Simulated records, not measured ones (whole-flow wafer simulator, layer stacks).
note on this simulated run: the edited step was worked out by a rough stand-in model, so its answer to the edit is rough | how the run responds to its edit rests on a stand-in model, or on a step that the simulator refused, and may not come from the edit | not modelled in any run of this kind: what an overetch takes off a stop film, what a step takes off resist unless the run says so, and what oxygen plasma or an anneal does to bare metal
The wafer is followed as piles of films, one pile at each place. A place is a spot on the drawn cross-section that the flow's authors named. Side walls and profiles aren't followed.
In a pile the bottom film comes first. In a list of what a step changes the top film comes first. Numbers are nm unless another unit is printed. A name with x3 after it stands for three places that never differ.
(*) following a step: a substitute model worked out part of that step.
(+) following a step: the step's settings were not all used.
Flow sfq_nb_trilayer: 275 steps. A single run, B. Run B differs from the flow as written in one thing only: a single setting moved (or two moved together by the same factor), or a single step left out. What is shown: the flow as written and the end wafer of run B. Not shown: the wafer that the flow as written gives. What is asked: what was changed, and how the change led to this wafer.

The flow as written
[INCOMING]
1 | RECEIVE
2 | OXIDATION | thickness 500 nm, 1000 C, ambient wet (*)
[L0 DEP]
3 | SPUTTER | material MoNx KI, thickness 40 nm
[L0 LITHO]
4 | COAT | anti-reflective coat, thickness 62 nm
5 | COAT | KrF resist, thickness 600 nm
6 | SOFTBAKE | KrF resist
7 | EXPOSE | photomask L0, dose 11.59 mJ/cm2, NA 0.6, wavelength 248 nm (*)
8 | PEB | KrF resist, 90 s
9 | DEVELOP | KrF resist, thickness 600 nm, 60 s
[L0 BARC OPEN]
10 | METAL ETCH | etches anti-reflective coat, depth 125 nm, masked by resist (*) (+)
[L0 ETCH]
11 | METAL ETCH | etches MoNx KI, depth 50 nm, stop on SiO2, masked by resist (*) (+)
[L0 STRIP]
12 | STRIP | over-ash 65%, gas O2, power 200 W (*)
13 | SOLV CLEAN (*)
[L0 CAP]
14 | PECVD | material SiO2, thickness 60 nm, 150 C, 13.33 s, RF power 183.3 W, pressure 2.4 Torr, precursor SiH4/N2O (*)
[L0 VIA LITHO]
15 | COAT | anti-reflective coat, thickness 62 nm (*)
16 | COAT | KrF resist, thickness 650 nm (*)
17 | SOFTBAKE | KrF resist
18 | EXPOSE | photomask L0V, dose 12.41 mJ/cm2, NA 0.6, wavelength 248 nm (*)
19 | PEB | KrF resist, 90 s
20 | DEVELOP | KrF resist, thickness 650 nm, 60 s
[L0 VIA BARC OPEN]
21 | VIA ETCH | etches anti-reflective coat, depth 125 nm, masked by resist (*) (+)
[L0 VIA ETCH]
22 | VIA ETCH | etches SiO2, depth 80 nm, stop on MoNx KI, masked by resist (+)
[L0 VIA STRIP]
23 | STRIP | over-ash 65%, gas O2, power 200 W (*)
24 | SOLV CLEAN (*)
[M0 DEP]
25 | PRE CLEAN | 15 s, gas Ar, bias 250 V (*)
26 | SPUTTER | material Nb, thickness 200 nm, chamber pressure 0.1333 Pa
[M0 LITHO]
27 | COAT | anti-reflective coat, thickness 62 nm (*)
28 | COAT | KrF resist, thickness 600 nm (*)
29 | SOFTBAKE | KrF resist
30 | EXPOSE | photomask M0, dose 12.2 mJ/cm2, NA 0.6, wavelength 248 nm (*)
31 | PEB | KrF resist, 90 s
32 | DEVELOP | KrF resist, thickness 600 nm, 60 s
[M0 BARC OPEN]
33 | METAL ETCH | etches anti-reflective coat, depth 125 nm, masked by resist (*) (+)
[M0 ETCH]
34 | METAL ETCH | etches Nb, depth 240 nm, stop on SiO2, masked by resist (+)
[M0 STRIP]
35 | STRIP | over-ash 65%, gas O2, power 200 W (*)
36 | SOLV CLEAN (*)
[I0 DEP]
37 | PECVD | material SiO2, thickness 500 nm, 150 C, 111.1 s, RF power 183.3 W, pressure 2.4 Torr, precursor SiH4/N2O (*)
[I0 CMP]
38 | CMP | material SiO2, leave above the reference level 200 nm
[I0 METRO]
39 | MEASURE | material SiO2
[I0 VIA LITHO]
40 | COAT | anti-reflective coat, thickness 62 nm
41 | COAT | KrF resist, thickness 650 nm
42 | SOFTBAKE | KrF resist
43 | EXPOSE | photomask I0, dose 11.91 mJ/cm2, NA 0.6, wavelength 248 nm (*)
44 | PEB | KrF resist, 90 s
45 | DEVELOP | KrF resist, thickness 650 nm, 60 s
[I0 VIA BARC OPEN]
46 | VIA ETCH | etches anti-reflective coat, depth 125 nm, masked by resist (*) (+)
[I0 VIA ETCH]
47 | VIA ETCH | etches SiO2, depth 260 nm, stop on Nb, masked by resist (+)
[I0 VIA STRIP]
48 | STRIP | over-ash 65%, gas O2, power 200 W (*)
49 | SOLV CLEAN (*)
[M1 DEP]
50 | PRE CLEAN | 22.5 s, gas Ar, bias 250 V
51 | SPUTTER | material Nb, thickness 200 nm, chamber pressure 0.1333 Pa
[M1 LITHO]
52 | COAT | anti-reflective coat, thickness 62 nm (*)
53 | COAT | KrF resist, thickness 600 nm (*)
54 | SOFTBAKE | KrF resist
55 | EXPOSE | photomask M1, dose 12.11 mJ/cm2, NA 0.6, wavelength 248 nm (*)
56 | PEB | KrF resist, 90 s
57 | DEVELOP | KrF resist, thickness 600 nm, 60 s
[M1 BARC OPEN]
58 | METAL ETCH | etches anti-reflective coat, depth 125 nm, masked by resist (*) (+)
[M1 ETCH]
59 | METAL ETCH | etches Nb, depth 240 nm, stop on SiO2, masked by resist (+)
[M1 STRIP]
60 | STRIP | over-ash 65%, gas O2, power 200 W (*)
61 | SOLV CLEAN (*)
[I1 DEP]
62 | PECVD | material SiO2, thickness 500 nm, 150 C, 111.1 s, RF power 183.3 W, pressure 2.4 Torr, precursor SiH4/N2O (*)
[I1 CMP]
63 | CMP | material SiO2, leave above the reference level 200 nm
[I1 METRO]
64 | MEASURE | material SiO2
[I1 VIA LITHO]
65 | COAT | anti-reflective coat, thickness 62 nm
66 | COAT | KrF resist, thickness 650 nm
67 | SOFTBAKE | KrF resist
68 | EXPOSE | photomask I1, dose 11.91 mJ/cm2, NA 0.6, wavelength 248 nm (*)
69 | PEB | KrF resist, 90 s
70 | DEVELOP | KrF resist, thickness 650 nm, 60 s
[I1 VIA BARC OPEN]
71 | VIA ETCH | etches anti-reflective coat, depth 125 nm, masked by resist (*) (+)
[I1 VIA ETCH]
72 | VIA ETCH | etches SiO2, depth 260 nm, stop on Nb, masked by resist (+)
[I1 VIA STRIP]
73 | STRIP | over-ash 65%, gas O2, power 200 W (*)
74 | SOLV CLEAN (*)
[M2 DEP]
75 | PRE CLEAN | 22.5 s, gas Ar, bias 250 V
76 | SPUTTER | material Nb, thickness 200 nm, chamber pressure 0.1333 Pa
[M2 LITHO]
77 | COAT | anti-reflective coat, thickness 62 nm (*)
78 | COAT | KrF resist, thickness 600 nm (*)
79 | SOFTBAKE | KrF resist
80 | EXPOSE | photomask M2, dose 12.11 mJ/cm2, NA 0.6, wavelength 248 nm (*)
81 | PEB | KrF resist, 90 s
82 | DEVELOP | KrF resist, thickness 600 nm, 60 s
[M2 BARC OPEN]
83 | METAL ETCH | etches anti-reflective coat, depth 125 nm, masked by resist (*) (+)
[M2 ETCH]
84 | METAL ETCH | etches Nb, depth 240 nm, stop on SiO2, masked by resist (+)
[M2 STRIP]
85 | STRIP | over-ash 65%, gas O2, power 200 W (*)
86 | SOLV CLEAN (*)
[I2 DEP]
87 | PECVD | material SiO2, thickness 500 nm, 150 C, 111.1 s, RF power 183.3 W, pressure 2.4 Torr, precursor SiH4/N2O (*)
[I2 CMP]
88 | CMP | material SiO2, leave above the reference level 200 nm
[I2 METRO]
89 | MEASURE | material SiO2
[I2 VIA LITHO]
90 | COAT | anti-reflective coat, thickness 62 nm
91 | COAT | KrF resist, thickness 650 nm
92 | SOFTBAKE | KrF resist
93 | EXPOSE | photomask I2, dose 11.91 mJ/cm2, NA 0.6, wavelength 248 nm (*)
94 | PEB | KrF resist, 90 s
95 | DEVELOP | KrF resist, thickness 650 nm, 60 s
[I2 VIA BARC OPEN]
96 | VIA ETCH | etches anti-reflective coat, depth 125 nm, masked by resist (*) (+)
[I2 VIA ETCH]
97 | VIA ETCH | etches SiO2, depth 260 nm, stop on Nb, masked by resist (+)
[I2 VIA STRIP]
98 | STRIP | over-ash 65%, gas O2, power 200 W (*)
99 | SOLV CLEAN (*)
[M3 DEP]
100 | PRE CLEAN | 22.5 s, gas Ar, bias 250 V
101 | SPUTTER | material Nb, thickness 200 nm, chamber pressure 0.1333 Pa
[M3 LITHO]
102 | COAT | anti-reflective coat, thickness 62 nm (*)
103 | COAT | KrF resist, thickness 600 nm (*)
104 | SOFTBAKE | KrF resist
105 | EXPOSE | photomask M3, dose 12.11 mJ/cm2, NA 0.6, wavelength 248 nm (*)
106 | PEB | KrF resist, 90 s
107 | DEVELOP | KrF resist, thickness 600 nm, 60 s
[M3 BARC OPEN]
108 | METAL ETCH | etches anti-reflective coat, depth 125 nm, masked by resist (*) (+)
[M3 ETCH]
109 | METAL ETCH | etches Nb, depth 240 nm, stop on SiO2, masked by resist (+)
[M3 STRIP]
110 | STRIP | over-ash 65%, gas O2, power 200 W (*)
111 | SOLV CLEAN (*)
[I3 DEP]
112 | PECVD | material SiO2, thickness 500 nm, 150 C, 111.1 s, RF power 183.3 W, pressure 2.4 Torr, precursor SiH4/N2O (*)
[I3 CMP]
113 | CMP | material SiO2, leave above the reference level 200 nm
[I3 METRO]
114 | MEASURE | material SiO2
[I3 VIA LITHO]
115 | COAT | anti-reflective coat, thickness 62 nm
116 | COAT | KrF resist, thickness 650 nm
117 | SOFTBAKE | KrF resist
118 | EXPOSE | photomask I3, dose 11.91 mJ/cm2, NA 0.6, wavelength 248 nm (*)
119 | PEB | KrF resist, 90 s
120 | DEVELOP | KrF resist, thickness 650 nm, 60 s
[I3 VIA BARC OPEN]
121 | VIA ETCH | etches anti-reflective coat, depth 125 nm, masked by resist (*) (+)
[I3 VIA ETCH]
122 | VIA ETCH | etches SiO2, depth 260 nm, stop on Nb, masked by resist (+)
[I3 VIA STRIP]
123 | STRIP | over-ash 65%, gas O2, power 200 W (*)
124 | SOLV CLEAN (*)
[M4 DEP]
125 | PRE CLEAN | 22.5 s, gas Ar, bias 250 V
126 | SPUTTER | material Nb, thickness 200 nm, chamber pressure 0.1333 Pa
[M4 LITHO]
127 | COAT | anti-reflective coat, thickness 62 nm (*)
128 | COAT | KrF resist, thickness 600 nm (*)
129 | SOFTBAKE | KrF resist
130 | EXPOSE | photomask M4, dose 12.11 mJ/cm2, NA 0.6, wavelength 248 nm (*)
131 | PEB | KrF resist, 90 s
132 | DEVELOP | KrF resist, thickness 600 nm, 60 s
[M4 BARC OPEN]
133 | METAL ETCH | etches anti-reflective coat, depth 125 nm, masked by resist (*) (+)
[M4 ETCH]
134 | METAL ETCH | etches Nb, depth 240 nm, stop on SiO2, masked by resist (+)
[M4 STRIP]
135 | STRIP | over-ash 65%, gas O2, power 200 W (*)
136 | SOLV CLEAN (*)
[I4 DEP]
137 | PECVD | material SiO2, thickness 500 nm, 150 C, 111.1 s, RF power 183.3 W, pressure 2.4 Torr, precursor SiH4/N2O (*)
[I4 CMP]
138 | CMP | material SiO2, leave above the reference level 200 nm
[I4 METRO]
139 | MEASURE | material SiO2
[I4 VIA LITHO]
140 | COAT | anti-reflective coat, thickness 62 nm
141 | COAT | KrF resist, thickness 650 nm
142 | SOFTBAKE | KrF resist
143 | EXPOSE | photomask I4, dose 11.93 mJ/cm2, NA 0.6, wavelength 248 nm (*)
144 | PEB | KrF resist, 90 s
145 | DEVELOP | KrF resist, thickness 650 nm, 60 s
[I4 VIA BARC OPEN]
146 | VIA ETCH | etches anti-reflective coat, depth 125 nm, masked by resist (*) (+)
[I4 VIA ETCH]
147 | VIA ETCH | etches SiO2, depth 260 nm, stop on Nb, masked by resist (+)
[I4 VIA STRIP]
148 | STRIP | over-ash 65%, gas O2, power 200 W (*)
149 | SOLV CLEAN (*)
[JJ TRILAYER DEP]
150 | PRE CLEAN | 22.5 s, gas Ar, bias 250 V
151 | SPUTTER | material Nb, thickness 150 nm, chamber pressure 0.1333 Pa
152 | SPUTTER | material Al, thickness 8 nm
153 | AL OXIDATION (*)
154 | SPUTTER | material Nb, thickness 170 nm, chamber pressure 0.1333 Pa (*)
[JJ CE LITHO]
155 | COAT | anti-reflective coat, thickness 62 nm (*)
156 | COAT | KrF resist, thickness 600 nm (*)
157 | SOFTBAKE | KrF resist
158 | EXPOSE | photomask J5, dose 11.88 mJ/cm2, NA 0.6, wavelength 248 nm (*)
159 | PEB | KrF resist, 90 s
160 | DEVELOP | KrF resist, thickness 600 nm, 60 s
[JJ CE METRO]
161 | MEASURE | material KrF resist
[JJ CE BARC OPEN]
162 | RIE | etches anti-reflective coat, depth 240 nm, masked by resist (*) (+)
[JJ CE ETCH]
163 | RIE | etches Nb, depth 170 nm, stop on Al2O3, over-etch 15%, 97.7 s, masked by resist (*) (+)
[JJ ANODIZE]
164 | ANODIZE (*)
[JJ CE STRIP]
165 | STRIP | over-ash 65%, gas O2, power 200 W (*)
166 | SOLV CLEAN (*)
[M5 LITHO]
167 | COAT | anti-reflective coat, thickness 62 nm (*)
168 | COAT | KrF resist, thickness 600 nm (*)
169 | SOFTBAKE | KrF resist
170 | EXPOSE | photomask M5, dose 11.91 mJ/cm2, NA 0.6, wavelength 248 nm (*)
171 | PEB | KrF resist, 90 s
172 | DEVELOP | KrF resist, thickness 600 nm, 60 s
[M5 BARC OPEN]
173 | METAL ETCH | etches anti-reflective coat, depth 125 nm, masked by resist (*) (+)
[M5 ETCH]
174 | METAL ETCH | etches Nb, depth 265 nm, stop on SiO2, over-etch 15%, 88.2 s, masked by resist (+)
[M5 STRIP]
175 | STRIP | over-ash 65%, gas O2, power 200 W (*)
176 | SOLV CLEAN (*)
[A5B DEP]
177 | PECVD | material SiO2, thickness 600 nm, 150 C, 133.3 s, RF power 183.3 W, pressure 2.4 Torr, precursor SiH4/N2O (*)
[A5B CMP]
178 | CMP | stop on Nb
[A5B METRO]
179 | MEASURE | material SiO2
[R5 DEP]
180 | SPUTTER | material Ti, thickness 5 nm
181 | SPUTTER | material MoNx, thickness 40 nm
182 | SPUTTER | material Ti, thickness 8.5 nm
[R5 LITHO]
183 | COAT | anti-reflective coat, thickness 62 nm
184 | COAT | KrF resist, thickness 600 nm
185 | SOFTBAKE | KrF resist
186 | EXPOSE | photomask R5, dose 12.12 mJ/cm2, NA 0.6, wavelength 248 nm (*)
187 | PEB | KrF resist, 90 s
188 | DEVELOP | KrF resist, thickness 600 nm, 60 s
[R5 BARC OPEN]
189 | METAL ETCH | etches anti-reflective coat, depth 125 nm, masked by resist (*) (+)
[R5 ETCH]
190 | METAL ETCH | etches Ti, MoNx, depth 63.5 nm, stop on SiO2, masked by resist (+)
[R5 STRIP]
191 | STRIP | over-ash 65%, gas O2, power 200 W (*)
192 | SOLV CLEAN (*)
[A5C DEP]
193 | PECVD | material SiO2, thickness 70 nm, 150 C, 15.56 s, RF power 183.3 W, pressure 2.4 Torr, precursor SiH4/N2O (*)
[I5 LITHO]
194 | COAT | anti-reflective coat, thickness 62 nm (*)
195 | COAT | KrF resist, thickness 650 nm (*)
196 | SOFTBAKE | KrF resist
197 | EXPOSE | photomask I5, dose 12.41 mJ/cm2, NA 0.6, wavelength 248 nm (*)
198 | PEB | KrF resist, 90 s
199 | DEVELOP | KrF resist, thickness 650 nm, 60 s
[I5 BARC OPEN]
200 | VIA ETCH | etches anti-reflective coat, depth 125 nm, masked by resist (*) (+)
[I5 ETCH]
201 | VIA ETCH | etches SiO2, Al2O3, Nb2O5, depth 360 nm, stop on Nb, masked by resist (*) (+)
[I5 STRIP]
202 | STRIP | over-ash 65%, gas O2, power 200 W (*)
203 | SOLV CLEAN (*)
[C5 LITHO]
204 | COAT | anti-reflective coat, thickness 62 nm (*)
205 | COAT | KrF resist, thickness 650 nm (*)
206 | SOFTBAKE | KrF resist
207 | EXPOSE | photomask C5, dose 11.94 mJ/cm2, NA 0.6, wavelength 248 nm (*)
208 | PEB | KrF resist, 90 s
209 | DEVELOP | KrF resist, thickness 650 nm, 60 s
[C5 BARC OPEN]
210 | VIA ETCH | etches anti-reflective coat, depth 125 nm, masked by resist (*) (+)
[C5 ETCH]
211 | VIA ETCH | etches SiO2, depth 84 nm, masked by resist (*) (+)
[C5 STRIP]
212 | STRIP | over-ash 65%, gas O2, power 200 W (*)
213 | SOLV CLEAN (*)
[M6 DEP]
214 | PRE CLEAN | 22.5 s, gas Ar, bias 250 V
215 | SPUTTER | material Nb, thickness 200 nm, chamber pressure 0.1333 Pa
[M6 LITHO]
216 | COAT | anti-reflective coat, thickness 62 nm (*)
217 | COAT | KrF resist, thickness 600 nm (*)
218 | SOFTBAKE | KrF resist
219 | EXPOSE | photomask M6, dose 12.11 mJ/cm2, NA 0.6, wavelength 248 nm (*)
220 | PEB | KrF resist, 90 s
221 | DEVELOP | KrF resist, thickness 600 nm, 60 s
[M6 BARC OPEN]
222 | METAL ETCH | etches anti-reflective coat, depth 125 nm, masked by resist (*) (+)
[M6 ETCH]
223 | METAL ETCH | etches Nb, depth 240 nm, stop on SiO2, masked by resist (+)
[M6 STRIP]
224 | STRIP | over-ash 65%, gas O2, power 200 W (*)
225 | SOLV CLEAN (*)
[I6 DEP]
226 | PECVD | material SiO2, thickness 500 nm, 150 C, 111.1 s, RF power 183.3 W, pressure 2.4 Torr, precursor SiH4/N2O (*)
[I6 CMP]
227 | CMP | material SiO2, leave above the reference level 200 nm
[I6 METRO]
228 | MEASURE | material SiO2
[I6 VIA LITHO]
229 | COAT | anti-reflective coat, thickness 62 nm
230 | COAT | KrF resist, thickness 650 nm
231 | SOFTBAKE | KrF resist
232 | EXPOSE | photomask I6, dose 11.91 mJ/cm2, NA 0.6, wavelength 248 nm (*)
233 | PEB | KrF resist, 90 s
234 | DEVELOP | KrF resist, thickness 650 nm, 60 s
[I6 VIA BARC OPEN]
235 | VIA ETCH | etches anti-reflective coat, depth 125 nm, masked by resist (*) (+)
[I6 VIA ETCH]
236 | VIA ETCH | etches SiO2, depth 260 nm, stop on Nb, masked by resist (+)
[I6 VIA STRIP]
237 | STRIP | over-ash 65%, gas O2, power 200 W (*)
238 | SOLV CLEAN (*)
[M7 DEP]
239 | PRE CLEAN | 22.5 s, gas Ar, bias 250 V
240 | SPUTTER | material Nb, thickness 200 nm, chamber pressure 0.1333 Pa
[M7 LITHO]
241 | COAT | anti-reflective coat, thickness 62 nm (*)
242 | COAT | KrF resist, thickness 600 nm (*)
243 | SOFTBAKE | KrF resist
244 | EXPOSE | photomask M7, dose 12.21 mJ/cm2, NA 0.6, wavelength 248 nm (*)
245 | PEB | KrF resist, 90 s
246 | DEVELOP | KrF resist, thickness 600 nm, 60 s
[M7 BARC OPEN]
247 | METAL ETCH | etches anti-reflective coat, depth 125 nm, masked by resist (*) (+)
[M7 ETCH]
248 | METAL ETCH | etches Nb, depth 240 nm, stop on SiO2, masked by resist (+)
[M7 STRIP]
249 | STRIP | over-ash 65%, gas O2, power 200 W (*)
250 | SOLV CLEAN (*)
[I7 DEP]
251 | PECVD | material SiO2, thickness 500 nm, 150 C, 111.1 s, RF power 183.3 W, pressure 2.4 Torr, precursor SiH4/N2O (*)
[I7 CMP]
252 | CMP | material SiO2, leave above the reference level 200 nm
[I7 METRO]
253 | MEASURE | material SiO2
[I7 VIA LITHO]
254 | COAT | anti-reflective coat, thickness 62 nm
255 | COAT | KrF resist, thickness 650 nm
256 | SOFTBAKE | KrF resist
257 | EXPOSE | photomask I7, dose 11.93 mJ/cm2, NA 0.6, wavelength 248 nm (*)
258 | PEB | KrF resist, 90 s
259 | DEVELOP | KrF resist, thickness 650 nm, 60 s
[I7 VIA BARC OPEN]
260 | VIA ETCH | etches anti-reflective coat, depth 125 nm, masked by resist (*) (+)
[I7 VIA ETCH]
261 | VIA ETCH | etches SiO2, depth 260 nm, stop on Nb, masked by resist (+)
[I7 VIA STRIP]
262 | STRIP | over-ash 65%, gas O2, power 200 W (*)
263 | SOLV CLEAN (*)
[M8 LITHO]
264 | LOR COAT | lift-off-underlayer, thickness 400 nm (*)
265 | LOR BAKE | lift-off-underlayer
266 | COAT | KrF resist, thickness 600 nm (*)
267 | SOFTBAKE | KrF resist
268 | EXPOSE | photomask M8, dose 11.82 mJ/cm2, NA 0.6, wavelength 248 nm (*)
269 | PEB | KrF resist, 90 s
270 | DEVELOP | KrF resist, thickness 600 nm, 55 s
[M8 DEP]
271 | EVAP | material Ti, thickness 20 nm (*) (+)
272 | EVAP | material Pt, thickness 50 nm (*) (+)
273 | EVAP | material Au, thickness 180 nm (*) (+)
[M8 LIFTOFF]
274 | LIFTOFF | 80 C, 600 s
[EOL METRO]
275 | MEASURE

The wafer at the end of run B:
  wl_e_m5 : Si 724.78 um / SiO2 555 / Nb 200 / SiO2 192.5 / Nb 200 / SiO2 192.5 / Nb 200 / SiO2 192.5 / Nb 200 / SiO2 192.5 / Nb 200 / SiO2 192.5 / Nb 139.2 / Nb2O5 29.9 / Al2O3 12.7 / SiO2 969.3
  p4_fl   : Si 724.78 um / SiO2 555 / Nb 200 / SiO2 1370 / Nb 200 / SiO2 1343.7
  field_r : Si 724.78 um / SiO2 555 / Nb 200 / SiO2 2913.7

What caused this: step 193, PECVD: thickness 37.8 nm was run, whereas the flow has thickness 70 nm; step 193, PECVD: 8.4 s was run, where the flow has 15.56 s.

Step by step, how the change led to this:
  193 | PECVD | material SiO2, thickness 70 nm, 150 C, 15.56 s, RF power 183.3 W, pressure 2.4 Torr, precursor SiH4/N2O (*)
      field_l, v_sur, via_wl and 92 more: SiO2 gains 37.8 (as written it would have been: SiO2 gains 70)
      ce_l, c5j, ce_r and 8 more: SiO2 gains 37.8 (new film) (as written it would have been: SiO2 gains 70 (new film))
  201 | VIA ETCH | etches SiO2, Al2O3, Nb2O5, depth 360 nm, stop on Nb, masked by resist (*) (+)
      be: SiO2 loses 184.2 (all of it), Al2O3 loses 12.7 (all of it), Nb2O5 loses 29.9 (all of it) (as written it would have been: SiO2 loses 216.4 (all of it), Al2O3 loses 12.7 (all of it), Nb2O5 loses 29.9 (all of it))
  204 | COAT | anti-reflective coat, thickness 62 nm (*)
      wire: anti-reflective coat gains 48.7 (new film) (as written it would have been: anti-reflective coat gains 47.4 (new film))
      be: anti-reflective coat gains 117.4 (new film) (as written it would have been: anti-reflective coat gains 122.2 (new film))
      (also at 1 further place)
  205 | COAT | KrF resist, thickness 650 nm (*)
      be: KrF resist gains 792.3 (new film) (as written it would have been: KrF resist gains 815.3 (new film))
  211 | VIA ETCH | etches SiO2, depth 84 nm, masked by resist (*) (+)
      field_l, v_sur, via_wl and 101 more: KrF resist loses 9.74 (as written it would have been: KrF resist loses 14.5)
      c5j: SiO2 loses 37.7 (all of it), Nb loses 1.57 (as written it would have been: SiO2 loses 69.9 (all of it), Nb loses 1.18)
      (also at 1 further place)
  212 | STRIP | over-ash 65%, gas O2, power 200 W (*)
      wire: KrF resist loses 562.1 (all of it), anti-reflective coat loses 48.7 (all of it) (as written it would have been: KrF resist loses 555.8 (all of it), anti-reflective coat loses 47.4 (all of it))
      be: KrF resist loses 709.9 (all of it), anti-reflective coat loses 117.4 (all of it) (as written it would have been: KrF resist loses 728.2 (all of it), anti-reflective coat loses 122.2 (all of it))
      (also at 1 further place)
  215 | SPUTTER | material Nb, thickness 200 nm, chamber pressure 0.1333 Pa
      be: Nb gains 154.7 (as written it would have been: Nb gains 147.3)
      c5j: Nb gains 196.6 (as written it would have been: Nb gains 188.4)
      (also at 1 further place)
  216 | COAT | anti-reflective coat, thickness 62 nm (*)
      be: anti-reflective coat gains 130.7 (new film) (as written it would have been: anti-reflective coat gains 136.7 (new film))
      be_sur: anti-reflective coat gains 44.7 (new film) (as written it would have been: anti-reflective coat gains 43.8 (new film))
      (also at 8 further places)
  217 | COAT | KrF resist, thickness 600 nm (*)
      be: KrF resist gains 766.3 (new film) (as written it would have been: KrF resist gains 793.9 (new film))
      c5j: KrF resist gains 622.7 (new film) (as written it would have been: KrF resist gains 636 (new film))
      (also at 1 further place)
  224 | STRIP | over-ash 65%, gas O2, power 200 W (*)
      be: KrF resist loses 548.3 (all of it), anti-reflective coat loses 130.7 (all of it) (as written it would have been: KrF resist loses 575.8 (all of it), anti-reflective coat loses 136.7 (all of it))
      be_sur: KrF resist loses 374.7 (all of it), anti-reflective coat loses 44.7 (all of it) (as written it would have been: KrF resist loses 371.2 (all of it), anti-reflective coat loses 43.8 (all of it))
      (also at 8 further places)
  226 | PECVD | material SiO2, thickness 500 nm, 150 C, 111.1 s, RF power 183.3 W, pressure 2.4 Torr, precursor SiH4/N2O (*)
      be: SiO2 gains 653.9 (new film) (as written it would have been: SiO2 gains 693.5 (new film))
      c5j: SiO2 gains 500 (new film) (as written it would have been: SiO2 gains 514.7 (new film))
  227 | CMP | material SiO2, leave above the reference level 200 nm
      c5j: SiO2 loses 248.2 (as written it would have been: SiO2 loses 223)
      res: SiO2 loses 318.7 (as written it would have been: SiO2 loses 279.4)
